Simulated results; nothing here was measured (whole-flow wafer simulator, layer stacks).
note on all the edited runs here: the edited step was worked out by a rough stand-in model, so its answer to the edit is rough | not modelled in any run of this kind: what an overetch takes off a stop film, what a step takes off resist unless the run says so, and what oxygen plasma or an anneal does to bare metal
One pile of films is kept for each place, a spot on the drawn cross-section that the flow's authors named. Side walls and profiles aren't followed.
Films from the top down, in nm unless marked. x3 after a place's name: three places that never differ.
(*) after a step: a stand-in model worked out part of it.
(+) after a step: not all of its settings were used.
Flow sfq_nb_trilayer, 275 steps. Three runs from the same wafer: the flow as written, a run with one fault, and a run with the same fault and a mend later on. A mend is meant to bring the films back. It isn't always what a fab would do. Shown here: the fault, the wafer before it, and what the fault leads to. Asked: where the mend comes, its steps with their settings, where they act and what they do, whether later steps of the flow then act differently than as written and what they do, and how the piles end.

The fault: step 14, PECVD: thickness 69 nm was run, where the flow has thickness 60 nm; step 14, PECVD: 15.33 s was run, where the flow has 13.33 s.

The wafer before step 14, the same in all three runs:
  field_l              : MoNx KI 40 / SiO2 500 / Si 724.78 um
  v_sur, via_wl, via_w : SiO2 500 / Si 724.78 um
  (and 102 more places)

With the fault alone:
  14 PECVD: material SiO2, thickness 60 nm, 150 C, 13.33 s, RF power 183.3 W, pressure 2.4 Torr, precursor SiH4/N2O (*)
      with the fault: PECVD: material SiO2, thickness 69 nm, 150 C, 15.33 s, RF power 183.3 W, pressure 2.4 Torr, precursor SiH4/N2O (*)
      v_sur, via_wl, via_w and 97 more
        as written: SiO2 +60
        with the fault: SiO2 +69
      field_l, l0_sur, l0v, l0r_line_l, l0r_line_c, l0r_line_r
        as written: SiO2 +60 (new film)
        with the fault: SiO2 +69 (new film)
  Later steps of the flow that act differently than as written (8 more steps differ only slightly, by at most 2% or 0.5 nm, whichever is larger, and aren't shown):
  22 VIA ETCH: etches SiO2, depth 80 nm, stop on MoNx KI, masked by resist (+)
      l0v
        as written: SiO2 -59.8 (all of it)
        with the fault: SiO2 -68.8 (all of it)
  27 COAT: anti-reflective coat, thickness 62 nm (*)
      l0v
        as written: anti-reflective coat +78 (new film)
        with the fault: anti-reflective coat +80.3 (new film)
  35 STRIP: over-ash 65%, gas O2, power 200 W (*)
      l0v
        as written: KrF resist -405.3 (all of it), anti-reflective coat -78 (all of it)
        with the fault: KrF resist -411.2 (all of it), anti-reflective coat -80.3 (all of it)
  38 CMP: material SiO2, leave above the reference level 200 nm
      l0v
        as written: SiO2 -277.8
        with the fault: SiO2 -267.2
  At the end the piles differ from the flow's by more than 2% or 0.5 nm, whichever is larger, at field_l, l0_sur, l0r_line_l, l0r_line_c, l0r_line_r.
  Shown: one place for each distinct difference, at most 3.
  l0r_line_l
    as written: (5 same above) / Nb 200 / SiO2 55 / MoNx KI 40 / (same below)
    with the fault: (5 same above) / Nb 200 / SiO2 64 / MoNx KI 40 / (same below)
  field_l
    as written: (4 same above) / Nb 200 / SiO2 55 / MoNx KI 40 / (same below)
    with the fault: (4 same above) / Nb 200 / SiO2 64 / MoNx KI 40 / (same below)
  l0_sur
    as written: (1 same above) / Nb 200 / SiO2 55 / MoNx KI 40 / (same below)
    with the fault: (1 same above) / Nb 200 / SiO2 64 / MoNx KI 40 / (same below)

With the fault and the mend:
  The mend comes after step 20.
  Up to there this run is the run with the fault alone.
  20a STRIP: over-ash 65%, gas O2, power 200 W (*)
      p4_fl x3, p4_w1 x9, p4_g1 x2 and 59 more
        KrF resist -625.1 (all of it), anti-reflective coat -62 (all of it)
      jj_sur, ce_l, c5j, ce_r, sp_r, be_r, r_sur
        KrF resist -632 (all of it), anti-reflective coat -63.7 (all of it)
      wire, field_r
        KrF resist -632.5 (all of it), anti-reflective coat -63.8 (all of it)
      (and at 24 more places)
  20b VIA ETCH: etches SiO2, depth 9 nm
      field_l, v_sur, via_wl and 103 more
        SiO2 -9
  20c COAT: anti-reflective coat, thickness 62 nm (*) (the flow's step 15 once more)
      p4_fl x3, p4_w1 x9, p4_g1 x2 and 59 more
        anti-reflective coat +62 (new film)
      be_sur, gap, jj_sur and 8 more
        anti-reflective coat +63.7 (new film)
      wire, be, moat, field_r, lsp_l
        anti-reflective coat +63.8 (new film)
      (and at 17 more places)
  20d COAT: KrF resist, thickness 650 nm (*) (the flow's step 16 once more)
      p4_fl x3, p4_w1 x9, p4_g1 x2 and 59 more
        KrF resist +650 (new film)
      ce_l, c5j, ce_r, sp_r, be_r, r_sur
        KrF resist +656.9 (new film)
      gap, jj_sur, res
        KrF resist +657 (new film)
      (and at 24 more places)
  20e SOFTBAKE: KrF resist (the flow's step 17 once more)
      changes no film at any place that is followed
  20f EXPOSE: photomask L0V, dose 12.41 mJ/cm2, NA 0.6, wavelength 248 nm (*) (the flow's step 18 once more)
      changes no film at any place that is followed
  20g PEB: KrF resist, 90 s (the flow's step 19 once more)
      p4_fl x3, p4_w1 x9, p4_g1 x2 and 59 more
        KrF resist -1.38
      via_v, wire, be and 15 more
        KrF resist -1.39
      v_sur, via_w, via_wr, via_sp, lsp_m, ln_m6, lsp_r
        KrF resist -1.4
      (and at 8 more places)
  20h DEVELOP: KrF resist, thickness 650 nm, 60 s (the flow's step 20 once more)
      field_l, v_sur, via_wl and 102 more
        KrF resist -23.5
      l0v
        KrF resist -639 (all of it)
  No later step of the flow acts differently than as written, at any place that is followed, by more than 2% or 0.5 nm, whichever is larger.
  At the end the piles are the same as the flow's at every place that both follow.
